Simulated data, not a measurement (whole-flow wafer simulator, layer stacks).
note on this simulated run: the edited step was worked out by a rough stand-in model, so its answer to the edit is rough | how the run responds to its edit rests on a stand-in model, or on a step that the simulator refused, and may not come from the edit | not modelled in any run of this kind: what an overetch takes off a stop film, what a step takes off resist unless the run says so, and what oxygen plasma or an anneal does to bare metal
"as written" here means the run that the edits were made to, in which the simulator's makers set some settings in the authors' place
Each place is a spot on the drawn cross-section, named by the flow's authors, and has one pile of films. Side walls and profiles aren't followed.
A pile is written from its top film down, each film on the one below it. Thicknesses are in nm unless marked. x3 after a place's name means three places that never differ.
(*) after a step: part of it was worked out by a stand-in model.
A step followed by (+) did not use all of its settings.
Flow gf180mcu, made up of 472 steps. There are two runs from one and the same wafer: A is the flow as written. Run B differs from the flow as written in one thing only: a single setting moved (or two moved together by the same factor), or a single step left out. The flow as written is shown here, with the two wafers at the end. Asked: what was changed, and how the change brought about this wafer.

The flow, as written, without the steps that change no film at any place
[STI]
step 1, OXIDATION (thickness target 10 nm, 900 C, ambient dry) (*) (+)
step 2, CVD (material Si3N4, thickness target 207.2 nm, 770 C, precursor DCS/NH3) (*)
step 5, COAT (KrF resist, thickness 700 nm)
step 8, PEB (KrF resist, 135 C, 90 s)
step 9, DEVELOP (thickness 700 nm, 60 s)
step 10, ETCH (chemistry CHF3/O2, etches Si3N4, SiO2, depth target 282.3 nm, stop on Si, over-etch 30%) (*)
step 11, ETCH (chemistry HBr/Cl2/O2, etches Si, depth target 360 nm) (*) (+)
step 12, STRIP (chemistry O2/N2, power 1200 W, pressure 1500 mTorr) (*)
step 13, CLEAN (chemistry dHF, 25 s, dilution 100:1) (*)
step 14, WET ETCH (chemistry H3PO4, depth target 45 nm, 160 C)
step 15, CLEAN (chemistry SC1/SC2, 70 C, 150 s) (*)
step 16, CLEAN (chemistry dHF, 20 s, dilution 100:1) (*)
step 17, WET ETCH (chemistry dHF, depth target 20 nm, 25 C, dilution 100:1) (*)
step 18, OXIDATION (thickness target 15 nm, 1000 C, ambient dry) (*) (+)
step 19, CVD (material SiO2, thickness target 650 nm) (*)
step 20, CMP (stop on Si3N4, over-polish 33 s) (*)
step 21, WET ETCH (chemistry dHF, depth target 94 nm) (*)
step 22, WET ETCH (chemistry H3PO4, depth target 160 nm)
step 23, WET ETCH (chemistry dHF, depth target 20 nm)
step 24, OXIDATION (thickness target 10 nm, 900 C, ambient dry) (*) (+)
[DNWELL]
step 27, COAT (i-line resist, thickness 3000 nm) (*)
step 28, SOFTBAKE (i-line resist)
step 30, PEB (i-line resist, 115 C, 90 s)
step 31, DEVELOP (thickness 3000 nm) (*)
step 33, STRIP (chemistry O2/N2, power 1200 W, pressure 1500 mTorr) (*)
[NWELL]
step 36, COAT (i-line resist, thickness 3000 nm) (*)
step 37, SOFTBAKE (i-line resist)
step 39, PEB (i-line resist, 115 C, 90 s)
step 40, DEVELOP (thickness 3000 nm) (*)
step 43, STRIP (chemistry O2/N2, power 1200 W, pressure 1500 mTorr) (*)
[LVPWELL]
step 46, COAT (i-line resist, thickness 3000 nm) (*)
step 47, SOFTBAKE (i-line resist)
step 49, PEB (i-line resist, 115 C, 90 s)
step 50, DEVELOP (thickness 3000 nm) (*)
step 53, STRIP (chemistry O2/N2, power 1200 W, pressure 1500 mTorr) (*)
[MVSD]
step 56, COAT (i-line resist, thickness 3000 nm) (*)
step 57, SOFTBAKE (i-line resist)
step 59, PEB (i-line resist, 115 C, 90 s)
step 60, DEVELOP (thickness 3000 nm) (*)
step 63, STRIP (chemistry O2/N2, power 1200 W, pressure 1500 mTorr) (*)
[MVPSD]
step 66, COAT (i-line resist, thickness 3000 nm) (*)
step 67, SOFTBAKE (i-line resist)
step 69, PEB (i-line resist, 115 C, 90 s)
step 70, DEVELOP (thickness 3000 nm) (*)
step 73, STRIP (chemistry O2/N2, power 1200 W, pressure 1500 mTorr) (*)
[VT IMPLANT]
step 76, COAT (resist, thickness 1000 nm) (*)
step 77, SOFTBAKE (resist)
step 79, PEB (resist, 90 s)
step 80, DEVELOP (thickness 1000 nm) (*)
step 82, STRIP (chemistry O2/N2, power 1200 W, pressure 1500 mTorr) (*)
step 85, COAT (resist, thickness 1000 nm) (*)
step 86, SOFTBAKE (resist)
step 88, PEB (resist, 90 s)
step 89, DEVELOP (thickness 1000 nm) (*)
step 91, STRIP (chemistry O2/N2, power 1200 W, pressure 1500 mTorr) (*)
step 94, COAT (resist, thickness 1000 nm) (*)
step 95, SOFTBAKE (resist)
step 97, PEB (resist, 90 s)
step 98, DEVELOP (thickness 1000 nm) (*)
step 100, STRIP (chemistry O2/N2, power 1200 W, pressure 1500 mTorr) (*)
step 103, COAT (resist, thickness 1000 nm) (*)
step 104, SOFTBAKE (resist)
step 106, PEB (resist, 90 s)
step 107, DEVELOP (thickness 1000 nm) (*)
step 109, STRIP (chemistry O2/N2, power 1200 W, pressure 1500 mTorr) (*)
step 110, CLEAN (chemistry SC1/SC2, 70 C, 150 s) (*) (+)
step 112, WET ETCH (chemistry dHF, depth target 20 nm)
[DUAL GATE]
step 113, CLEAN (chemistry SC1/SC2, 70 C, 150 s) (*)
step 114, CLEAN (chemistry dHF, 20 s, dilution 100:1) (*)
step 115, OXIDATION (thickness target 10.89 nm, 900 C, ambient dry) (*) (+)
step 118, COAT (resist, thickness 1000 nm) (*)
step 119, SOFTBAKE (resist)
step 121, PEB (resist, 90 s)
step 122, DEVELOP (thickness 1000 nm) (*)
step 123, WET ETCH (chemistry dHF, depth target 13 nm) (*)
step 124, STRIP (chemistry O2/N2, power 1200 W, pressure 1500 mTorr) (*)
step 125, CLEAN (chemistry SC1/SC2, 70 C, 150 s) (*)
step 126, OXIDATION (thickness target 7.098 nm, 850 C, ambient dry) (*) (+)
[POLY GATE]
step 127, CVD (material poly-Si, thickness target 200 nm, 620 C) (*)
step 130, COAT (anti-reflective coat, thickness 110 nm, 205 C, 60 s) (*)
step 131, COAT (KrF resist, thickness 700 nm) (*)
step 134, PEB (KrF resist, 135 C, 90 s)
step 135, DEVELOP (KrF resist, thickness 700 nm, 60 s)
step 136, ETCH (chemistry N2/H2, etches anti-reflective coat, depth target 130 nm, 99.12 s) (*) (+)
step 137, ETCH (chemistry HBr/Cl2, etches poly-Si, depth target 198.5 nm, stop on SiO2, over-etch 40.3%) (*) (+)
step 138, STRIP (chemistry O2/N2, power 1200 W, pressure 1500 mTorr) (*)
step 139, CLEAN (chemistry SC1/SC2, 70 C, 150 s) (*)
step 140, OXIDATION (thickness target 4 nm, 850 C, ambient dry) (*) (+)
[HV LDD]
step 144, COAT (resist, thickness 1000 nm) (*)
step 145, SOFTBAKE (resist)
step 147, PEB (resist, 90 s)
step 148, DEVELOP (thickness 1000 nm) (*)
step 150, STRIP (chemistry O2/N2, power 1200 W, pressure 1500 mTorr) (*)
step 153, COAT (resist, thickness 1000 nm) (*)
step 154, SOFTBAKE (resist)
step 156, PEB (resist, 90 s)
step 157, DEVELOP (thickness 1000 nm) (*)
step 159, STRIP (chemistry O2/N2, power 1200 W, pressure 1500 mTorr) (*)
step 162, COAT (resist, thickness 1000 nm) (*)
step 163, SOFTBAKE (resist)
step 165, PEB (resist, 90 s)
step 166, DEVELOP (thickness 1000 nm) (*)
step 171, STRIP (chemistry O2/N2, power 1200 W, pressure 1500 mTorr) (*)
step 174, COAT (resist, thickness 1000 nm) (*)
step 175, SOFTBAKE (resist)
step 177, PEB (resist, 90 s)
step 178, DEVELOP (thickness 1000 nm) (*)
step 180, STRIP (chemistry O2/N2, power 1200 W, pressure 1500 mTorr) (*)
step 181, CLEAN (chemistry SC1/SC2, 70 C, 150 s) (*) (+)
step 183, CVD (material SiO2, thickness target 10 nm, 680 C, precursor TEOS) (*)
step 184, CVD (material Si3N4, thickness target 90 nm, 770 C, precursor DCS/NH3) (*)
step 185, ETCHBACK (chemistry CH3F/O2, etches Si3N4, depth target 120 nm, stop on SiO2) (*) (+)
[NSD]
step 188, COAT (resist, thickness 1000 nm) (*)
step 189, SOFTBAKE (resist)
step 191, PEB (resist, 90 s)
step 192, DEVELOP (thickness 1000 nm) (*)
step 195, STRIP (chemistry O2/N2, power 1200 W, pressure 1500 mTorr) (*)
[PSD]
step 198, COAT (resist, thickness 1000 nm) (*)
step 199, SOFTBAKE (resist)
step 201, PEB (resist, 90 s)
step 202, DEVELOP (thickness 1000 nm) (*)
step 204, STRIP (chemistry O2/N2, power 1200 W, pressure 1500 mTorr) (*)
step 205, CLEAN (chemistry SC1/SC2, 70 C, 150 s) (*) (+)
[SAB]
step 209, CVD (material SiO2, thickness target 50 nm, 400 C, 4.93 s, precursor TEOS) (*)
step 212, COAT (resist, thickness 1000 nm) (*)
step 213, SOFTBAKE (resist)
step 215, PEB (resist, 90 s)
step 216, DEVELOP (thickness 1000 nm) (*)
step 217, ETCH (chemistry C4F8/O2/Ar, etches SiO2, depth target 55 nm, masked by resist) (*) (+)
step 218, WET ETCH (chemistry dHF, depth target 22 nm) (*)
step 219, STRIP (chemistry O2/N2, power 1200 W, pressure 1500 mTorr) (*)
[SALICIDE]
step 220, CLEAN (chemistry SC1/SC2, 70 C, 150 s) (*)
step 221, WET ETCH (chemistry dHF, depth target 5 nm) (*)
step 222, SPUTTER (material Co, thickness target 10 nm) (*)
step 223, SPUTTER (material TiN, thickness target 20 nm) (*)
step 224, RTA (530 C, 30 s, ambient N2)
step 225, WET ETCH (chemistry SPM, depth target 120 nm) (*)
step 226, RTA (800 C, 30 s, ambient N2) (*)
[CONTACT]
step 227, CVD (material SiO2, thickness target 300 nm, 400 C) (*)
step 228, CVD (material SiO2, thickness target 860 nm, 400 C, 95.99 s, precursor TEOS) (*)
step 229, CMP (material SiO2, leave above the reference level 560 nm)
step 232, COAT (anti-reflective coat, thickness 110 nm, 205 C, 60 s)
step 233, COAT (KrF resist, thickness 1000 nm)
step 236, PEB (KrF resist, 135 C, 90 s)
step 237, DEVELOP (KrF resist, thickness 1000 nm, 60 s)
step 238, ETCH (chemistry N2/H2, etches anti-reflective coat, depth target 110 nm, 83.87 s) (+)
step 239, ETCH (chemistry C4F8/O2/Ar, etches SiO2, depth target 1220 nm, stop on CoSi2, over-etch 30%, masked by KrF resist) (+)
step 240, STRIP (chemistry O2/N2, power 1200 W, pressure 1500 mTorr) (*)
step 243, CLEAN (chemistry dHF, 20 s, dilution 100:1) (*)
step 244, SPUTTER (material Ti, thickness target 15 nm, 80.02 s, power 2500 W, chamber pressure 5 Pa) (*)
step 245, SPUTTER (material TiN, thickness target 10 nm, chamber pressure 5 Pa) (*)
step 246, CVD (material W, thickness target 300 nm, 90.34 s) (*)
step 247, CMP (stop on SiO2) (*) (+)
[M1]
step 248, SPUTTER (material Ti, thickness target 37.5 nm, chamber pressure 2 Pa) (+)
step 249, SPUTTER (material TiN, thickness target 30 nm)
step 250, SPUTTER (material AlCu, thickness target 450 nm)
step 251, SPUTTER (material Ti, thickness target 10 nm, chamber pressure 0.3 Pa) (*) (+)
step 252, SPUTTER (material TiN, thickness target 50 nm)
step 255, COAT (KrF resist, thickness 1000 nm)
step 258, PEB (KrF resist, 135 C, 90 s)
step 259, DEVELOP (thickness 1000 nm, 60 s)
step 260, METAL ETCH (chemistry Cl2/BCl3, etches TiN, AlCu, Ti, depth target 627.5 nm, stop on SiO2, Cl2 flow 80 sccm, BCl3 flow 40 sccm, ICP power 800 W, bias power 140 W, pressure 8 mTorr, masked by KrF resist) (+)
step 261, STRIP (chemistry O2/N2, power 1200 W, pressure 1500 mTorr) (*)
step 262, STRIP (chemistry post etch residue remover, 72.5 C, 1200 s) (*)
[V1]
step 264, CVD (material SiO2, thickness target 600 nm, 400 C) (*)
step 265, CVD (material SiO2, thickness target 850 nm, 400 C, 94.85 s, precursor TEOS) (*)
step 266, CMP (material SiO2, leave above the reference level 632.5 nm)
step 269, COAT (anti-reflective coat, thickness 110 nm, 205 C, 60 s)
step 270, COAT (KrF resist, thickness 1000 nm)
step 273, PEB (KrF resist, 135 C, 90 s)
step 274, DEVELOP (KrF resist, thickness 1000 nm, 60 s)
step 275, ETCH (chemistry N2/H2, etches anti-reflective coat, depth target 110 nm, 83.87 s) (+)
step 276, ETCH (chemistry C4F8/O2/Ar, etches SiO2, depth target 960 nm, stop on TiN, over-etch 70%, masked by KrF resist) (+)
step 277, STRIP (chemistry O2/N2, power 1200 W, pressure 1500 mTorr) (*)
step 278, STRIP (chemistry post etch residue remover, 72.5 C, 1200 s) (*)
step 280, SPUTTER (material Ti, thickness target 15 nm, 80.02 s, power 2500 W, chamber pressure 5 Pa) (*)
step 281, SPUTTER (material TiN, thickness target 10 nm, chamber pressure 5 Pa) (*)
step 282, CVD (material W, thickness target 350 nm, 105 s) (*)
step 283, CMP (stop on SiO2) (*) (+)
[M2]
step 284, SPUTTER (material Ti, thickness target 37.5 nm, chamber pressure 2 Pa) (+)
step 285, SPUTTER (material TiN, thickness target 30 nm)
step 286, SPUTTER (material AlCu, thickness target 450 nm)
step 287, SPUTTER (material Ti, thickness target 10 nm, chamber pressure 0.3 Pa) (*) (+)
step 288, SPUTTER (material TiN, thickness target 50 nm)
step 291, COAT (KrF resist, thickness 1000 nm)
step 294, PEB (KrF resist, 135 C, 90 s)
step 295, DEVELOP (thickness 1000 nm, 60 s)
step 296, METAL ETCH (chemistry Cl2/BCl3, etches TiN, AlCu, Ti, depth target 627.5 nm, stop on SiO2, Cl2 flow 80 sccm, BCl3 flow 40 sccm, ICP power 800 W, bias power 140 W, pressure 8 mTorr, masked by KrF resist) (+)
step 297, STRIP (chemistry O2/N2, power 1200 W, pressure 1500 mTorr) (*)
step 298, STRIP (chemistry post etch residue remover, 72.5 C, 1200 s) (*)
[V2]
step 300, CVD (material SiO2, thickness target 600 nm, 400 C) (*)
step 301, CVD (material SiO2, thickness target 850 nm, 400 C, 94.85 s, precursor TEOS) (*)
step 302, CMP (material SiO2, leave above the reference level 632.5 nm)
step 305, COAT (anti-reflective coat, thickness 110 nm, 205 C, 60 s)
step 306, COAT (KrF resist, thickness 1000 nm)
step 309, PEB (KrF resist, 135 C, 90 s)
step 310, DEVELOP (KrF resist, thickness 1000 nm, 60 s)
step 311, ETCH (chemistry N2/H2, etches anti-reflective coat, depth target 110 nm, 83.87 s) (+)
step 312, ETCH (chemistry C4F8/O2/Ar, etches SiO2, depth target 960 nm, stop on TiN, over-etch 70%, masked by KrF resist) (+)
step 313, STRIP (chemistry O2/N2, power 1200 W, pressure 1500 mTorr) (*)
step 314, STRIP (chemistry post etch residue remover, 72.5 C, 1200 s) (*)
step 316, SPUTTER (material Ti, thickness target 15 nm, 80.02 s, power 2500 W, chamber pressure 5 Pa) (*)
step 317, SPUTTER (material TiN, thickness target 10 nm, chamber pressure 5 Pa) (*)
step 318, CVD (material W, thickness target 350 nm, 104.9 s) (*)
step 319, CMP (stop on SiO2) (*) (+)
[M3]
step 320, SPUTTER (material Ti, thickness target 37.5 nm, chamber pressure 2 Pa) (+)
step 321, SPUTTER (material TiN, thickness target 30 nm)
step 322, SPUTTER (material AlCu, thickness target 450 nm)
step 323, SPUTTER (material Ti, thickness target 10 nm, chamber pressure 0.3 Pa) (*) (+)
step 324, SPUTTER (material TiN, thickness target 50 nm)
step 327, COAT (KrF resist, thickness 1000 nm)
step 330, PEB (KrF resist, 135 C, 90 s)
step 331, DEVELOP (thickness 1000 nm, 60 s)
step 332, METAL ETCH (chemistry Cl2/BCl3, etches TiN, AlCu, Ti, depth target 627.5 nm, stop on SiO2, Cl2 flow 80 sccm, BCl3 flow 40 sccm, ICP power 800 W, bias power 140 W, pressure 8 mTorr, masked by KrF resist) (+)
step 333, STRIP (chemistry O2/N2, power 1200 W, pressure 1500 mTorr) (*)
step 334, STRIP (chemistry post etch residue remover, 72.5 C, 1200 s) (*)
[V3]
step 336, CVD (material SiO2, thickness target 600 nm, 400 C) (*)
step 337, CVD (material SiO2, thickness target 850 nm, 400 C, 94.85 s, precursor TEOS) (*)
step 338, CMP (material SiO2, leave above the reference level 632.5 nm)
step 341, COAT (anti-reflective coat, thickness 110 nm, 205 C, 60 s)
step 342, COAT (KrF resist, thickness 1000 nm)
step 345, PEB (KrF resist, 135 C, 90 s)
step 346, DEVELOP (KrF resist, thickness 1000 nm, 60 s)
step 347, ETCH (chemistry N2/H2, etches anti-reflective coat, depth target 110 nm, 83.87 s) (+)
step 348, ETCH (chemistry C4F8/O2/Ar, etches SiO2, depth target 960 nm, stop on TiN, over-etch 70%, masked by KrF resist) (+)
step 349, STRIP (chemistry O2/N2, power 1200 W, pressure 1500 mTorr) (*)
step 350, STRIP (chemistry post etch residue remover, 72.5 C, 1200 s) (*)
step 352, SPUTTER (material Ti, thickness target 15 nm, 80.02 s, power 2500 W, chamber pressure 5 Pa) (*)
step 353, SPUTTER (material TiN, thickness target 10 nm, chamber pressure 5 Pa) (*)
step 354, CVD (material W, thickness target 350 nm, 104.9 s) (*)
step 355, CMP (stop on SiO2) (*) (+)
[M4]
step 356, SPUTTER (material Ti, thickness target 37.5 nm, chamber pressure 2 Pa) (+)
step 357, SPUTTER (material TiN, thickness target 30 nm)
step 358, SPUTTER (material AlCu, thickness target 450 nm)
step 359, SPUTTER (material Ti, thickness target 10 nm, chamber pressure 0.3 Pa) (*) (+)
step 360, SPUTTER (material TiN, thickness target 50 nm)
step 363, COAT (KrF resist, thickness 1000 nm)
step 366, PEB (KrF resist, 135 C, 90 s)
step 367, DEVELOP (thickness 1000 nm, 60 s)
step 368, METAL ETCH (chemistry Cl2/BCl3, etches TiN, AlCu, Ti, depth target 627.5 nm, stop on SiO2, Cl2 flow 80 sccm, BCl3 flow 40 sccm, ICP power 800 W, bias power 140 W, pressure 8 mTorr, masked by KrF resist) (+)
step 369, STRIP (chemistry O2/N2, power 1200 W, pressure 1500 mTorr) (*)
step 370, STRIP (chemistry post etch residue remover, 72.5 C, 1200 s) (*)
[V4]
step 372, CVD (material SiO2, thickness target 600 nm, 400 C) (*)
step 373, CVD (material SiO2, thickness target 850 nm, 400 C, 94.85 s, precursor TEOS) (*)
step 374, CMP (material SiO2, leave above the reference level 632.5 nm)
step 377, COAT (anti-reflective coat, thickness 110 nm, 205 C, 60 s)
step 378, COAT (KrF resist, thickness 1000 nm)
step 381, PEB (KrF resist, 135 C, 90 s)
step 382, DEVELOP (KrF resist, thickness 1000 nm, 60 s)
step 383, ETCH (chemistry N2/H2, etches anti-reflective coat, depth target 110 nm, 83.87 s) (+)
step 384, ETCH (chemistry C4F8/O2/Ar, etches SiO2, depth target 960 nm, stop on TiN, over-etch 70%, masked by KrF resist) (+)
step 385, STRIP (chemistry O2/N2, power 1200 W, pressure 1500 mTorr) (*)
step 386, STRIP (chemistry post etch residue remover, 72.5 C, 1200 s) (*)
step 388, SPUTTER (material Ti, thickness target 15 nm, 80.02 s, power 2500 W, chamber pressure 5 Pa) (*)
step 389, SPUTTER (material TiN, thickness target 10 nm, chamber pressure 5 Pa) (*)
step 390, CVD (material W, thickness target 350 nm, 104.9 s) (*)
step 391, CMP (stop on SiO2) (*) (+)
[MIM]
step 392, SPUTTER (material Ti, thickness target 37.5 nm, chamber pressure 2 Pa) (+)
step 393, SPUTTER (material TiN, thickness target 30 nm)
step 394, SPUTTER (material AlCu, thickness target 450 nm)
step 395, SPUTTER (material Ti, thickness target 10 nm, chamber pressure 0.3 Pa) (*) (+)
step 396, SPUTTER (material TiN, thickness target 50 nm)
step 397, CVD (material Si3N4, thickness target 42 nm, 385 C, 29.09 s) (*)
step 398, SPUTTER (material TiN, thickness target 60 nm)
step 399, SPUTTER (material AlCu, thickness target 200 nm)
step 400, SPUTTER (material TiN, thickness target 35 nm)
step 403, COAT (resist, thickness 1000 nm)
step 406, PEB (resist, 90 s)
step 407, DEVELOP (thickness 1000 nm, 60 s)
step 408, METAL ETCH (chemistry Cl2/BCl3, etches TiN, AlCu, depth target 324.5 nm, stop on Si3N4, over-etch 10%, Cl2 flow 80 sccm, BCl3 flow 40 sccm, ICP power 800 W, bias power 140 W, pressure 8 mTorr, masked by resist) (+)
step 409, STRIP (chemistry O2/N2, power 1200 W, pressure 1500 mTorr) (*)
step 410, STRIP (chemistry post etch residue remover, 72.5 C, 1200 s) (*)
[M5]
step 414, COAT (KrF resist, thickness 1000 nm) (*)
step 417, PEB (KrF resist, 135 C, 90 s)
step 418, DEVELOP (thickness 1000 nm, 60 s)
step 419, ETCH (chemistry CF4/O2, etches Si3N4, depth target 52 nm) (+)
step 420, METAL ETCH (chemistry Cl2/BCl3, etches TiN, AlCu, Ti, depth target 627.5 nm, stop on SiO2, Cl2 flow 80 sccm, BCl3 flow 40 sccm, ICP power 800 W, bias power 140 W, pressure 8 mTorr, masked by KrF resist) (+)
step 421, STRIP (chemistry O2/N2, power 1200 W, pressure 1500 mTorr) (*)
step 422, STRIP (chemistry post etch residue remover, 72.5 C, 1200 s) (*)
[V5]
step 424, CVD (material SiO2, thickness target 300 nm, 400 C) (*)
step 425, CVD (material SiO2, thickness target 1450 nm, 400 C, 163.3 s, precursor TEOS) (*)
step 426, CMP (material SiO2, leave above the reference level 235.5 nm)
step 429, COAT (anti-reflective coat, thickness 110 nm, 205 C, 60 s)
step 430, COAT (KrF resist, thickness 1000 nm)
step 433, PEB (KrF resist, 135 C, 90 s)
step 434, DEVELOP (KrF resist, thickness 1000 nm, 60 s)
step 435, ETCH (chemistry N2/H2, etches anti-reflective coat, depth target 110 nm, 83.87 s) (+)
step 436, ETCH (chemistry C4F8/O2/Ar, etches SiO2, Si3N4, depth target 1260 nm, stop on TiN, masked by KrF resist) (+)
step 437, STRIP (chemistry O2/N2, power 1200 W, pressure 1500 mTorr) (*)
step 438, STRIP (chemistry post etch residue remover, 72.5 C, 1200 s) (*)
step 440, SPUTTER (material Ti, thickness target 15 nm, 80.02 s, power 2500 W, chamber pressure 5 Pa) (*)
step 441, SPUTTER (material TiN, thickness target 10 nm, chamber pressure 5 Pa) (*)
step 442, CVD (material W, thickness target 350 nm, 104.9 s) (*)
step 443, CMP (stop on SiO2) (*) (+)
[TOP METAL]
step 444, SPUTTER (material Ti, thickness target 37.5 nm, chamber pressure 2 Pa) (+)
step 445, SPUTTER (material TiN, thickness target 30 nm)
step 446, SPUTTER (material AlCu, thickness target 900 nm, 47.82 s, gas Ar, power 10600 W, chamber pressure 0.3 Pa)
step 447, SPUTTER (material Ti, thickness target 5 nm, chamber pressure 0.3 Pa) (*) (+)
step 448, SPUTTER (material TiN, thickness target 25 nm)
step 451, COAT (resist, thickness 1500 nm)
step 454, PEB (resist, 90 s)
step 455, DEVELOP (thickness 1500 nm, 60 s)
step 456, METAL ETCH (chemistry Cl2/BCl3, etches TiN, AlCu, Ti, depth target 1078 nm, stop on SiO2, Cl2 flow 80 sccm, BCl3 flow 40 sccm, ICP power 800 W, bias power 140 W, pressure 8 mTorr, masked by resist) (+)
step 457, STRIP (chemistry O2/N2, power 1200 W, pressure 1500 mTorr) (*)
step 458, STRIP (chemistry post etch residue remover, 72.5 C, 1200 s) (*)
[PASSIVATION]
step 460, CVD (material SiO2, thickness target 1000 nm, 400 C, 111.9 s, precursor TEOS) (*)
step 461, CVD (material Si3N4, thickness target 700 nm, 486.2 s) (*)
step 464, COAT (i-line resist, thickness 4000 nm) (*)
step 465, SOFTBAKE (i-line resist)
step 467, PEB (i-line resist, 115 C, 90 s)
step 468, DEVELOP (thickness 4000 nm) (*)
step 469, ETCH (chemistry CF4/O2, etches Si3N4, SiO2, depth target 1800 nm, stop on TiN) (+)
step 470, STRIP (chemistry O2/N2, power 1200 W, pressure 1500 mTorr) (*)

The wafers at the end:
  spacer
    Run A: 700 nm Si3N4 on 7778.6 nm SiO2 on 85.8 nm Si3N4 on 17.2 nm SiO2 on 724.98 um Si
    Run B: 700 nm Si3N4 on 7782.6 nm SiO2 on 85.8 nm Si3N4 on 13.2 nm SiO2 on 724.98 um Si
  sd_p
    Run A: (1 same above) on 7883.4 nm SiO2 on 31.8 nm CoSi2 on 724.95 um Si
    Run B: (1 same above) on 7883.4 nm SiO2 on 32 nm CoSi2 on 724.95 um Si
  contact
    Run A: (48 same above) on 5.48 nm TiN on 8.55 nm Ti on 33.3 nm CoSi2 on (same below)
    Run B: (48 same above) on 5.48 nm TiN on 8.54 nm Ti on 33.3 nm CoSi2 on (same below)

The reason: step 183, CVD: thickness target 6 nm was run, while the flow as written has thickness target 10 nm.

Step by step, how the change led to this:
  step 183, CVD (material SiO2, thickness target 10 nm, 680 C, precursor TEOS) (*)
      field, field__w1, field__w2 and 99 more: A SiO2 gains 10 | B SiO2 gains 6
      ld_drift_p: A SiO2 gains 9.87 | B SiO2 gains 5.92
      (and at 1 other place as well)
  step 189, SOFTBAKE (resist)
      field: A resist gains 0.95 | B nothing
      nw_sep_fld: A resist gains 1.07 | B resist loses 0.06
      (and at 2 other places as well)
  step 199, SOFTBAKE (resist)
      field: A resist gains 0.95 | B nothing
      nw_sep_fld: A resist gains 1.07 | B resist loses 0.06
      (and at 2 other places as well)
  step 218, WET ETCH (chemistry dHF, depth target 22 nm) (*)
      gate, gate_hv, gate_p and 23 more: A SiO2 loses 5.48 (all of it) | B SiO2 loses 1.48 (all of it)
      active, p_well, sd_n, iso_ptap_pw, iso_ntap_nw, iso_ptap_sub, vpnp_e: A SiO2 loses 9.01 (all of it) | B SiO2 loses 5.01 (all of it)
      (and at 16 other places as well)
  step 229, CMP (material SiO2, leave above the reference level 560 nm)
      field__w3: A SiO2 loses 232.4 | B SiO2 loses 227.5
      field__w12: A SiO2 loses 232.2 | B SiO2 loses 227.3
      (and at 1 other place as well)
